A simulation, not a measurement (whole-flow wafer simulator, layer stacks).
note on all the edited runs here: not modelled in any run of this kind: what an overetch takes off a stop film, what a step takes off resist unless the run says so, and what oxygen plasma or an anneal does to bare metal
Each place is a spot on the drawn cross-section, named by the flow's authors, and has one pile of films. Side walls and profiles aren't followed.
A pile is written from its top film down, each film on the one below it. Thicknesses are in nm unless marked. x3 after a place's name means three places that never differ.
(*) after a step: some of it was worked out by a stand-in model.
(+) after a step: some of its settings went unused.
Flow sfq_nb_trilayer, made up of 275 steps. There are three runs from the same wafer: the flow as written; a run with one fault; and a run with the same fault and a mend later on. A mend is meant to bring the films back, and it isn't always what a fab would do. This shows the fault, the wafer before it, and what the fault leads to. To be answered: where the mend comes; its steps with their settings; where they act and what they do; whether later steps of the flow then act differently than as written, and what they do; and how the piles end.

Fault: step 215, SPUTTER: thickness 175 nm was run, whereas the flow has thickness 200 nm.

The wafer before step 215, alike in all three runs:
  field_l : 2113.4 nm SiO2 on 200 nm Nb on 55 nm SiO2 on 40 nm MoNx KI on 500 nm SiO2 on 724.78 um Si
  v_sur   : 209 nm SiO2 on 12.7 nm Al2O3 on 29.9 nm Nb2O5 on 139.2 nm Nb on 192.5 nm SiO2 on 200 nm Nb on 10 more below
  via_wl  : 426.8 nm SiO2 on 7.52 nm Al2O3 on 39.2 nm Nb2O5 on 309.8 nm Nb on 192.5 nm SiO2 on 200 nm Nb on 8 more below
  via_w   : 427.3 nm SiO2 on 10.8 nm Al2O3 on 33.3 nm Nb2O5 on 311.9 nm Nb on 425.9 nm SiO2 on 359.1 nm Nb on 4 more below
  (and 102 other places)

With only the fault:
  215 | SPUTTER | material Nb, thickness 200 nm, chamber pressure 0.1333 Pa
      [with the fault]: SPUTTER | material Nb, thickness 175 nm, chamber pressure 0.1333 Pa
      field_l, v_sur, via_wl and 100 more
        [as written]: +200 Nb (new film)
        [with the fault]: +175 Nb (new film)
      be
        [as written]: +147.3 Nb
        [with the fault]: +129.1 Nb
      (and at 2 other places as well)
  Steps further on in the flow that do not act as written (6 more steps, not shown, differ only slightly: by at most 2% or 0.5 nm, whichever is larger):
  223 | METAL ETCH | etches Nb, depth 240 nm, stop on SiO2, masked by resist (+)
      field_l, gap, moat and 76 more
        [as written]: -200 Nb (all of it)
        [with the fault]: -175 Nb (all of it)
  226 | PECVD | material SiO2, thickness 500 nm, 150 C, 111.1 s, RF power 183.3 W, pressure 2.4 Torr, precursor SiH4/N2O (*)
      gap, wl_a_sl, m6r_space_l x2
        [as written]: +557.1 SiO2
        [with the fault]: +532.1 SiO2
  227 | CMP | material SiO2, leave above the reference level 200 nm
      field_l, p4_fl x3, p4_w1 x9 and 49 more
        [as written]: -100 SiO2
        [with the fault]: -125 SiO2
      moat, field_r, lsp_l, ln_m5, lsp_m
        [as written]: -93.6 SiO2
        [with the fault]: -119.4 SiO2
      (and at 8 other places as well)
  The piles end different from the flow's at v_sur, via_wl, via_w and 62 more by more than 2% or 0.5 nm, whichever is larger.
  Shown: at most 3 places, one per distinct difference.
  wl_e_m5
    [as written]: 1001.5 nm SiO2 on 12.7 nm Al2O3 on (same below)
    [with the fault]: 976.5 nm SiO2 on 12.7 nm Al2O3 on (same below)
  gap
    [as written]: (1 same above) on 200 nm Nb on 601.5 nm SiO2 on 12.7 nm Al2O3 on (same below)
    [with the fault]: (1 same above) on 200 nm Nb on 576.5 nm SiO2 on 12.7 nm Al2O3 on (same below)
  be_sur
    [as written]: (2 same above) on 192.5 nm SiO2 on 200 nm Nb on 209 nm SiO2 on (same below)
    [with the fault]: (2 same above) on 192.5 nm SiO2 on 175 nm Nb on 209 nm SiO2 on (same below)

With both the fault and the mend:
  After step 221 comes the mend.
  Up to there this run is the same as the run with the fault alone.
  221a | STRIP | over-ash 65%, gas O2, power 200 W (*)
      ln_m5, p4_fl x3, p4_w1 x9 and 48 more
        -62 anti-reflective coat (all of it)
      field_r, lsp_m, lsp_r, l0_sur, l0v, wl_a_sl, wl_a_sr, wl_g_sr
        -61.9 anti-reflective coat (all of it)
      r5r_line_l, r5r_line_c, r5r_line_r
        -50 anti-reflective coat (all of it)
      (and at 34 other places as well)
  221b | SPUTTER | material Nb, thickness 25 nm, chamber pressure 0.1333 Pa (the flow's step 215 again, with other settings)
      field_l, v_sur, via_wl and 98 more
        +25 Nb
      ce_l, ce_r
        +24.1 Nb
      be
        +15.8 Nb
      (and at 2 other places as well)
  221c | COAT | anti-reflective coat, thickness 62 nm (*) (the flow's step 216 again)
      ln_m5, p4_fl x3, p4_w1 x9 and 52 more
        +62 anti-reflective coat (new film)
      field_r, lsp_m, ln_m6 and 7 more
        +61.9 anti-reflective coat (new film)
      r5r_line_l, r5r_line_c, r5r_line_r
        +50.1 anti-reflective coat (new film)
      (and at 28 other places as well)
  221d | COAT | KrF resist, thickness 600 nm (*) (the flow's step 217 again)
      lsp_r, p4_fl x3, p4_w1 x9 and 35 more
        +600 KrF resist (new film)
      l0_sur, l0v, wl_b_m5 and 14 more
        +599.9 KrF resist (new film)
      ln_m6, wl_j_sl, wl_j_sr
        +600.1 KrF resist (new film)
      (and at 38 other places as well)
  221e | SOFTBAKE | KrF resist (the flow's step 218 again)
      does not change any film at any place that is followed
  221f | EXPOSE | photomask M6, dose 12.11 mJ/cm2, NA 0.6, wavelength 248 nm (*) (the flow's step 219 again)
      does not change any film at any place that is followed
  221g | PEB | KrF resist, 90 s (the flow's step 220 again)
      field_l, v_sur, via_wl and 80 more
        -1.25 KrF resist
      moat, field_r, lsp_l, ln_m5, wl_jj, r5r_spacepad_l, r5r_spacepad_r
        -1.26 KrF resist
      via_v, wire, be_sur, gap
        -1.23 KrF resist
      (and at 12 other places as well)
  221h | DEVELOP | KrF resist, thickness 600 nm, 60 s (the flow's step 221 again)
      l0_sur, p4_fl x3, p4_w1 x9 and 33 more
        -598.7 KrF resist (all of it)
      v_sur, via_wl, via_w and 24 more
        -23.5 KrF resist
      l0v, wl_b_sl, wl_b_m5 and 13 more
        -598.6 KrF resist (all of it)
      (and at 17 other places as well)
  Every later step of the flow that is run acts as written, at every place that is followed, to within 2% or 0.5 nm, whichever is larger.
  The piles end only slightly different from the flow's at the places that both follow, by no more than 2% or 0.5 nm, whichever is larger.
